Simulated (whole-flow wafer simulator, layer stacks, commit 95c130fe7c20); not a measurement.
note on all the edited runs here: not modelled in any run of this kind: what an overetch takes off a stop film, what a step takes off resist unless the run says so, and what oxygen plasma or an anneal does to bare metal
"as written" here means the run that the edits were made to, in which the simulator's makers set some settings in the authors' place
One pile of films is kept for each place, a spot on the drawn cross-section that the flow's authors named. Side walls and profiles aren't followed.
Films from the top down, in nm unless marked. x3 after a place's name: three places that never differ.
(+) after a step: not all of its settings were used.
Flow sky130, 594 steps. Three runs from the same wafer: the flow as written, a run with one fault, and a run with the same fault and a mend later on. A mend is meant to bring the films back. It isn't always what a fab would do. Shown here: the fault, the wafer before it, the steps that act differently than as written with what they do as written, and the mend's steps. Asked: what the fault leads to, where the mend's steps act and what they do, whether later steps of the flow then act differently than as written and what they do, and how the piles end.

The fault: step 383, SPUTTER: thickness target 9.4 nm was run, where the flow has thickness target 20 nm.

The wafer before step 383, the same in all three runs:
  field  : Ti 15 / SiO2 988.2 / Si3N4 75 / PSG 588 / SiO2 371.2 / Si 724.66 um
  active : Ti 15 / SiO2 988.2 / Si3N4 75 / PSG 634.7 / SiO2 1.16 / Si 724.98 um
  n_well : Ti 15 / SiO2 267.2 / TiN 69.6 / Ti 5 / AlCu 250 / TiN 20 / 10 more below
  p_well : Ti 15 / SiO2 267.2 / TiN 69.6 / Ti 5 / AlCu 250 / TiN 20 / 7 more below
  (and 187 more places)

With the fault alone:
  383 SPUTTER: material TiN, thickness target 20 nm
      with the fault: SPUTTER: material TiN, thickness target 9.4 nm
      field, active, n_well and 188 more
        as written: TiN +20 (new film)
        with the fault: TiN +9.4 (new film)
  Later steps of the flow that act differently than as written (19 more steps differ only slightly, by at most 2% or 0.5 nm, whichever is larger, and aren't shown):
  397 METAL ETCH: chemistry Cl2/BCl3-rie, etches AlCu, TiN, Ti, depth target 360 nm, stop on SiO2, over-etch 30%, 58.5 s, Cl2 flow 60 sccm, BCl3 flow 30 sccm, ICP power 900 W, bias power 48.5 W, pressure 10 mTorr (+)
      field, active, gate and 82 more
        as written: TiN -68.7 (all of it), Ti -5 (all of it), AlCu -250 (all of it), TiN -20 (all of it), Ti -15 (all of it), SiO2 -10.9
        with the fault: TiN -68.7 (all of it), Ti -5 (all of it), AlCu -250 (all of it), TiN -9.4 (all of it), Ti -15 (all of it), SiO2 -12
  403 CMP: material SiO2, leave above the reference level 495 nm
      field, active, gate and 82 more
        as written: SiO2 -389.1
        with the fault: SiO2 -398.6
  At the end the piles differ from the flow's by more than 2% or 0.5 nm, whichever is larger, at n_well, p_well, gate_hv and 103 more.
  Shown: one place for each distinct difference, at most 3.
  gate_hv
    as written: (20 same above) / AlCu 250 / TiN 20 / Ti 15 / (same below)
    with the fault: (20 same above) / AlCu 250 / TiN 9.4 / Ti 15 / (same below)
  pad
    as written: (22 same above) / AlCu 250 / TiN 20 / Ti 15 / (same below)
    with the fault: (22 same above) / AlCu 250 / TiN 9.4 / Ti 15 / (same below)
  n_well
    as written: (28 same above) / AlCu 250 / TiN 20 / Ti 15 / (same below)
    with the fault: (28 same above) / AlCu 250 / TiN 9.4 / Ti 15 / (same below)

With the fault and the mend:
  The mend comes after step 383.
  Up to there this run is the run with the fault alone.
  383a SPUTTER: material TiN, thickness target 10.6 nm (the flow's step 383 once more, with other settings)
      field, active, n_well and 188 more
        TiN +10.6
  No later step of the flow acts differently than as written at any place that is followed.
  At the end the piles are the same as the flow's at every place that both follow.
